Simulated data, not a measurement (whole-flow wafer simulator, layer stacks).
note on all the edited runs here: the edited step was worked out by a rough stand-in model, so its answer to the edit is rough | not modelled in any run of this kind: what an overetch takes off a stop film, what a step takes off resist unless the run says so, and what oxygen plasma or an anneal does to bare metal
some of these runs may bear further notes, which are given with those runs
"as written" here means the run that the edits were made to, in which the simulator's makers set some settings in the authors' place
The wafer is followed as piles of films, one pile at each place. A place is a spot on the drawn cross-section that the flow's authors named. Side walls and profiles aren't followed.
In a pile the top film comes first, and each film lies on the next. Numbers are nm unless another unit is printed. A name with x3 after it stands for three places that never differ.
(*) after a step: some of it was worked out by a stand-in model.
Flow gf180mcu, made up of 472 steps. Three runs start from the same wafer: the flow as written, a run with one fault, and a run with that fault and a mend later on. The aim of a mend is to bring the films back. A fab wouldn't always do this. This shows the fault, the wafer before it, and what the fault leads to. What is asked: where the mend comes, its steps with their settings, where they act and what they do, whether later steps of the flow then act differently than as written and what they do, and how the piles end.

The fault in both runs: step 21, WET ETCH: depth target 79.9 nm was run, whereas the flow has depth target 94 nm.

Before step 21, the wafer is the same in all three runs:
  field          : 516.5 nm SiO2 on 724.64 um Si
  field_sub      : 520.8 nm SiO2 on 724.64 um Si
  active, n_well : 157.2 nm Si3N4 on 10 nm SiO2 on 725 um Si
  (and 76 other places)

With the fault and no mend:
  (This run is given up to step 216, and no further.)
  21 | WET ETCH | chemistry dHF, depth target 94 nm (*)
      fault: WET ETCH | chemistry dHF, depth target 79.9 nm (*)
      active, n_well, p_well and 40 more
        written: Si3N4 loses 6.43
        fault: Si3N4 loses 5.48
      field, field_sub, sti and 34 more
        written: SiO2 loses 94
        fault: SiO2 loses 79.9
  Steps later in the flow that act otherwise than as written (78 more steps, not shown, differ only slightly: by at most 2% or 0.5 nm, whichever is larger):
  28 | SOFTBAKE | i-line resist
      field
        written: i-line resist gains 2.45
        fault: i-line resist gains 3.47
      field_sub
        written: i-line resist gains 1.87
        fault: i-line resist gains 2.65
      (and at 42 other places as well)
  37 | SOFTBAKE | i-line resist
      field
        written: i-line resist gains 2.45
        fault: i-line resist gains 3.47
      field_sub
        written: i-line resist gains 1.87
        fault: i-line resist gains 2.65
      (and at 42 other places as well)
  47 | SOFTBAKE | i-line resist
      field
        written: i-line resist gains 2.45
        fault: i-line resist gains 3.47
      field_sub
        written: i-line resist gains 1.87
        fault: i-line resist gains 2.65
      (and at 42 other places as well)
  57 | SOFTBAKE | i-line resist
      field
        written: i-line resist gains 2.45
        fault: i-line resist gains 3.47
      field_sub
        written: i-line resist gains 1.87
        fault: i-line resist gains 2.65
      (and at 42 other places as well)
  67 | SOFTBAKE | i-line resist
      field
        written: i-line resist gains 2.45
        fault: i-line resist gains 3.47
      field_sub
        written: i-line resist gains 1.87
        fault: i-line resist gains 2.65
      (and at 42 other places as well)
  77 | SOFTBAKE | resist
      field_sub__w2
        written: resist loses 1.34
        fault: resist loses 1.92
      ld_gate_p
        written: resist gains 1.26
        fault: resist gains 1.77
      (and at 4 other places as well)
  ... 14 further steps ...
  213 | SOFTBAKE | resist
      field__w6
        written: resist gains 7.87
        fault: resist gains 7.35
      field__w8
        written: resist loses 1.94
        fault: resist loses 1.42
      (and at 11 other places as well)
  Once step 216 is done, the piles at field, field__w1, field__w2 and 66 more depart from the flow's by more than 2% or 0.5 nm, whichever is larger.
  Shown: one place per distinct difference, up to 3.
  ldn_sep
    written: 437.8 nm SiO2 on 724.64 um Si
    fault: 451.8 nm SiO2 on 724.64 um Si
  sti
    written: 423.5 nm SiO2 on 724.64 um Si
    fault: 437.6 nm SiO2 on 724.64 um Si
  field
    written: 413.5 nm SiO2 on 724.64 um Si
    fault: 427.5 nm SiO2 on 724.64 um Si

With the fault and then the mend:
  The mend follows step 21.
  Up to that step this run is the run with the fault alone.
  21a | WET ETCH | chemistry dHF, depth target 14.1 nm (the flow's step 21 again, with other settings)
      field, field_sub, sti and 34 more
        SiO2 loses 14.1
  None of the later steps of the flow differs from how it acts as written, at any place that is followed, by more than 2% or 0.5 nm, whichever is larger.
  At every place that both follow, the piles at the end match the flow's.
